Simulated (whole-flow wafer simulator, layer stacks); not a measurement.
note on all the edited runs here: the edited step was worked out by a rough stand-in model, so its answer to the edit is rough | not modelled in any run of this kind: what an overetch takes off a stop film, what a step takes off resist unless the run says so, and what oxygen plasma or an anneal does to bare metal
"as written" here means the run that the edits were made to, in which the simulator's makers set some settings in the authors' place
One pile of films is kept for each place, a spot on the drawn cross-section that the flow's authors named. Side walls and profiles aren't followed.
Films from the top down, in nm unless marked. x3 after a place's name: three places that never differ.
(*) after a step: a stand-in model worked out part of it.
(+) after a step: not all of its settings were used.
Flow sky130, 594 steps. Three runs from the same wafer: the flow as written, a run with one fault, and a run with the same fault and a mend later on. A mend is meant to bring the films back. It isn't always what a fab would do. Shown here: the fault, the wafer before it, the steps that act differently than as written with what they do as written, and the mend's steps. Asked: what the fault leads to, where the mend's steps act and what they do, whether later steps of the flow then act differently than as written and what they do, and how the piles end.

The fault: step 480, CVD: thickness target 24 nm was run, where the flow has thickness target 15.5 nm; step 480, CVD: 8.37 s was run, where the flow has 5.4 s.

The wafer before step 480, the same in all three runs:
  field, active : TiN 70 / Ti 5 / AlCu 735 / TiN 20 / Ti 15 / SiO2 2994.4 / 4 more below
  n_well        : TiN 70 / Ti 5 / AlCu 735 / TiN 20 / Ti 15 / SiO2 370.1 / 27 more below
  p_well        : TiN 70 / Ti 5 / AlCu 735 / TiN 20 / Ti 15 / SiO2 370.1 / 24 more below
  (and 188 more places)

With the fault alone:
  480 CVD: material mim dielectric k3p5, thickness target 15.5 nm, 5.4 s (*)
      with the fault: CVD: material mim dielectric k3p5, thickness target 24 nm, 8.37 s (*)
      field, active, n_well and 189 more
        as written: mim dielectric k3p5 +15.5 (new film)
        with the fault: mim dielectric k3p5 +24 (new film)
  Later steps of the flow that act differently than as written (2 more steps differ only slightly, by at most 2% or 0.5 nm, whichever is larger, and aren't shown):
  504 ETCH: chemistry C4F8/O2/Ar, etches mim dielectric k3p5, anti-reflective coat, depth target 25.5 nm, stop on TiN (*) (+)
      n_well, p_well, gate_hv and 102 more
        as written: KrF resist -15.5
        with the fault: KrF resist -17
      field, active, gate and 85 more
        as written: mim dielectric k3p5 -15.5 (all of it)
        with the fault: mim dielectric k3p5 -24 (all of it)
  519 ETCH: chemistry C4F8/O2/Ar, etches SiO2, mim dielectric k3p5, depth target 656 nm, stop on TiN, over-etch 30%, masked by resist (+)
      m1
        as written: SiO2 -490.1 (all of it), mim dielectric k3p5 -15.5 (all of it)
        with the fault: SiO2 -481.6 (all of it), mim dielectric k3p5 -24 (all of it)
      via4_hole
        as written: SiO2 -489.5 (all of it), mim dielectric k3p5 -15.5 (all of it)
        with the fault: SiO2 -481 (all of it), mim dielectric k3p5 -24 (all of it)
  At the end the piles differ from the flow's by more than 2% or 0.5 nm, whichever is larger, at n_well, p_well, gate_hv and 100 more.
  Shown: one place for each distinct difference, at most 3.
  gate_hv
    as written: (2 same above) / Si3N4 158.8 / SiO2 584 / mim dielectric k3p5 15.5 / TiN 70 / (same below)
    with the fault: (2 same above) / Si3N4 158.8 / SiO2 575.5 / mim dielectric k3p5 24 / TiN 70 / (same below)
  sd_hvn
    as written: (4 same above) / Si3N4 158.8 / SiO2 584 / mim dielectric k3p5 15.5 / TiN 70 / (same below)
    with the fault: (4 same above) / Si3N4 158.8 / SiO2 575.5 / mim dielectric k3p5 24 / TiN 70 / (same below)
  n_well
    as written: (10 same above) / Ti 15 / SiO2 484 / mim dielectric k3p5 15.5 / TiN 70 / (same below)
    with the fault: (10 same above) / Ti 15 / SiO2 475.5 / mim dielectric k3p5 24 / TiN 70 / (same below)

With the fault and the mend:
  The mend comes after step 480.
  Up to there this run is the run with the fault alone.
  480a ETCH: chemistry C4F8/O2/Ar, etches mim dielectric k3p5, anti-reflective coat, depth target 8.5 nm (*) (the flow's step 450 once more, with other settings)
      field, active, n_well and 189 more
        mim dielectric k3p5 -8.5
  No later step of the flow acts differently than as written at any place that is followed.
  At the end the piles are the same as the flow's at every place that both follow.
